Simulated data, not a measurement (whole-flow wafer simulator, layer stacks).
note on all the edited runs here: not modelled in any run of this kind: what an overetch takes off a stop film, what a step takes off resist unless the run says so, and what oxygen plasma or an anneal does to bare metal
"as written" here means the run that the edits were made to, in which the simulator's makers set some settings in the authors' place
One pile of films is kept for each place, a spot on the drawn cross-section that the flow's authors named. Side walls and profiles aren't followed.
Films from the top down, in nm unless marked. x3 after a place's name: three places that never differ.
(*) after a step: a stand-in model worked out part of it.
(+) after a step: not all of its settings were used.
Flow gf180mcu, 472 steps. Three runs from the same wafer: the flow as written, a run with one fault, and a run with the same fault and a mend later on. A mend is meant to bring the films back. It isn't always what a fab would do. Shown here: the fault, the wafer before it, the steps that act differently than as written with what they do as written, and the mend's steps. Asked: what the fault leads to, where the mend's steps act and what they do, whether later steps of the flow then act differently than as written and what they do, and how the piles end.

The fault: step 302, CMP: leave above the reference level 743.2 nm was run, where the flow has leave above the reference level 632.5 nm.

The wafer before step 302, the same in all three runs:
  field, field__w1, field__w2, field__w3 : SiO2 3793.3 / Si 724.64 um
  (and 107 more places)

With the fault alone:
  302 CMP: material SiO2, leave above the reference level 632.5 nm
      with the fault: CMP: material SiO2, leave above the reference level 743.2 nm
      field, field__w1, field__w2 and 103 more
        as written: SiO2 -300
        with the fault: SiO2 -189.3
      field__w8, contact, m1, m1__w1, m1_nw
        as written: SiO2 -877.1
        with the fault: SiO2 -766.4
  Later steps of the flow that act differently than as written (1 more step differs only slightly, by at most 2% or 0.5 nm, whichever is larger, and isn't shown):
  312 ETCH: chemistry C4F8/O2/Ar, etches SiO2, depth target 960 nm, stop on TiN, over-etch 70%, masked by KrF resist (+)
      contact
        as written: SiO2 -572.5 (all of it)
        with the fault: SiO2 -683.2 (all of it)
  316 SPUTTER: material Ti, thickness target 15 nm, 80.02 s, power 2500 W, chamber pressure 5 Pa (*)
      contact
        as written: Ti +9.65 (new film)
        with the fault: Ti +9.05 (new film)
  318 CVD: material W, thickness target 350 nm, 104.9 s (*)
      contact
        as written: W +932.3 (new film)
        with the fault: W +1044 (new film)
  At the end the piles differ from the flow's by more than 2% or 0.5 nm, whichever is larger, at field__w8, contact, m1, m1__w1, m1_nw.
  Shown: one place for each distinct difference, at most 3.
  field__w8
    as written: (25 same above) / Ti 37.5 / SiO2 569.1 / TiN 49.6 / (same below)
    with the fault: (25 same above) / Ti 37.5 / SiO2 679.8 / TiN 49.6 / (same below)
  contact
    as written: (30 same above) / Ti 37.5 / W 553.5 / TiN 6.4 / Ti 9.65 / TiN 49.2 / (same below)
    with the fault: (30 same above) / Ti 37.5 / W 665.2 / TiN 6 / Ti 9.05 / TiN 49.2 / (same below)

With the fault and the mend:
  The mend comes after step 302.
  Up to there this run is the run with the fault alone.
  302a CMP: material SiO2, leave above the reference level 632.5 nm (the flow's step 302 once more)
      field, field__w1, field__w2 and 108 more
        SiO2 -110.7
  No later step of the flow acts differently than as written at any place that is followed.
  At the end the piles are the same as the flow's at every place that both follow.
